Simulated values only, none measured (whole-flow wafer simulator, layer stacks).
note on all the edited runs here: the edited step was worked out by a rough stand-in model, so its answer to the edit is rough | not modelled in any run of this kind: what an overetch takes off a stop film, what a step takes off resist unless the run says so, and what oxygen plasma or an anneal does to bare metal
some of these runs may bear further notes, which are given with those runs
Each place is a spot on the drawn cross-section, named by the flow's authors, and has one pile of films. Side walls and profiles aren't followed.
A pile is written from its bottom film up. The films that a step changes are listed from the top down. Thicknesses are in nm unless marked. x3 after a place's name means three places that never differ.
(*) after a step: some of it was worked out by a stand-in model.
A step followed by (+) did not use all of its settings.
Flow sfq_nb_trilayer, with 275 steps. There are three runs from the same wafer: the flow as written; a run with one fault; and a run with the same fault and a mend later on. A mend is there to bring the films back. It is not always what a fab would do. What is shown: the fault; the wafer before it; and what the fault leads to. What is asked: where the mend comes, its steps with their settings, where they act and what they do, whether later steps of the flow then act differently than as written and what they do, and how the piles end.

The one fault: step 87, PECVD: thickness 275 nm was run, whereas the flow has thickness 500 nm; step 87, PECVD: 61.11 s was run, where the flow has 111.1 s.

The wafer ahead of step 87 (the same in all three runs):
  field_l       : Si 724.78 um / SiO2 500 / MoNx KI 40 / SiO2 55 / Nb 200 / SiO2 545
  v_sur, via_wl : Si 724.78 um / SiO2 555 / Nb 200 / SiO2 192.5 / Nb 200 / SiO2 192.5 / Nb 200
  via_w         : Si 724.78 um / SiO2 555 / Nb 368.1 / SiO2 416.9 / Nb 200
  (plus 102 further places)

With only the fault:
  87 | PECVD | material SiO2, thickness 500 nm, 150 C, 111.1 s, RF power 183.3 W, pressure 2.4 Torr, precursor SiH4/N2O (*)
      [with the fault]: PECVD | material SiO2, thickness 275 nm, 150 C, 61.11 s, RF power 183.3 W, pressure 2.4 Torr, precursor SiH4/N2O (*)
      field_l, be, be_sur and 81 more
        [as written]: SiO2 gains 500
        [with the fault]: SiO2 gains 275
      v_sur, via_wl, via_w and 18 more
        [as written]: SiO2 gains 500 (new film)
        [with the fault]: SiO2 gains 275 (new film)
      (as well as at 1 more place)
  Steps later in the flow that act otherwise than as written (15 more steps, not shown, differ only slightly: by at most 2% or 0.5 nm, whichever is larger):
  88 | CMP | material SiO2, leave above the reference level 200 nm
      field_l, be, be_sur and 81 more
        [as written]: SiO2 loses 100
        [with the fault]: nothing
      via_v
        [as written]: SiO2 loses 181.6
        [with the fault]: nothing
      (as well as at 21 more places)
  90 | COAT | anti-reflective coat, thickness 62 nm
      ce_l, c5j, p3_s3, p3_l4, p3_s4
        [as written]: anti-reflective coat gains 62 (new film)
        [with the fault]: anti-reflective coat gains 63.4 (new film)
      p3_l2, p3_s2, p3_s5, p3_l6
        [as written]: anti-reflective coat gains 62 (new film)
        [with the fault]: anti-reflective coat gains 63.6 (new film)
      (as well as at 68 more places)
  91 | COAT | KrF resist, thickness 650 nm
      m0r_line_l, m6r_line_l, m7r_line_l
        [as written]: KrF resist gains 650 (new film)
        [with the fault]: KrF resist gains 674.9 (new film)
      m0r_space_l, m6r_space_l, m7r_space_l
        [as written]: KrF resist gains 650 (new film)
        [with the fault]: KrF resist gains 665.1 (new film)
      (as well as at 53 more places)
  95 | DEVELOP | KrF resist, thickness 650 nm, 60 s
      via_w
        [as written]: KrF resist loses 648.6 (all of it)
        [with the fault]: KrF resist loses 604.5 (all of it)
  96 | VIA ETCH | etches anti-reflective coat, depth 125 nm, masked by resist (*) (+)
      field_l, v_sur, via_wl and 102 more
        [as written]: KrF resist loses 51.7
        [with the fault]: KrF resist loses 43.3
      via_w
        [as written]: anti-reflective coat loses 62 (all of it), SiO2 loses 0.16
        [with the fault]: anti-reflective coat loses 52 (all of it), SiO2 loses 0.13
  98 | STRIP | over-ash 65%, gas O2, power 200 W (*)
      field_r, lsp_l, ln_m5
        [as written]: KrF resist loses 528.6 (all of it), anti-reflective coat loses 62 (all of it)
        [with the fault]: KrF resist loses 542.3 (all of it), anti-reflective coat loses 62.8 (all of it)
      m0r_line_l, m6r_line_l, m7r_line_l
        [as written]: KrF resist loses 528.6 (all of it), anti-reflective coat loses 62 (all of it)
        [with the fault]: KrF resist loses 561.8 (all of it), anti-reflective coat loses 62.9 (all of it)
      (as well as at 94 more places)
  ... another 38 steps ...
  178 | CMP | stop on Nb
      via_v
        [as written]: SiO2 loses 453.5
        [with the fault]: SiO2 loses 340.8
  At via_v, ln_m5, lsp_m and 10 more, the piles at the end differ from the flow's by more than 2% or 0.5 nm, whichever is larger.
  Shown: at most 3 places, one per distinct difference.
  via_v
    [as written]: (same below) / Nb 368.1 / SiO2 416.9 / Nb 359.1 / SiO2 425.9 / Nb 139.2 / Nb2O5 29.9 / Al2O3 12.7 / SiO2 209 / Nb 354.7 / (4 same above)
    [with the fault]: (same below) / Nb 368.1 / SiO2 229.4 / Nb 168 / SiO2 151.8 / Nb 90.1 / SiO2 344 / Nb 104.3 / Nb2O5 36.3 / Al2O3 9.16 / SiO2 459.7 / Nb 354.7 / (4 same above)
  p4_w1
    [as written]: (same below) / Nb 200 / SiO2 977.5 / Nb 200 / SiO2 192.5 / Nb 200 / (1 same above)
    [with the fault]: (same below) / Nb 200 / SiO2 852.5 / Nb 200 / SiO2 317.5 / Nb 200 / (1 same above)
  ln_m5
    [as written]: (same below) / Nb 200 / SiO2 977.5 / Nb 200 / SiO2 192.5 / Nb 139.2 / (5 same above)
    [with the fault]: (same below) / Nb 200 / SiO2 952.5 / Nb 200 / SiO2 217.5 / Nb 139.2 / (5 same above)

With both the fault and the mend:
  The mend follows step 87.
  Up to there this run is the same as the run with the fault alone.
  87a | PECVD | material SiO2, thickness 225 nm, 150 C, 50 s, RF power 183.3 W, pressure 2.4 Torr, precursor SiH4/N2O (*) (the flow's step 87, run once more with other settings)
      field_l, v_sur, via_wl and 102 more
        SiO2 gains 225
      via_v
        SiO2 gains 200.4
  Steps later in the flow that act otherwise than as written:
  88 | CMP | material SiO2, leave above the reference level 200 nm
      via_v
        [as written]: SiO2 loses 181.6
        [with the mend]: SiO2 loses 13
  By the end, the piles equal the flow's at every place that both follow.
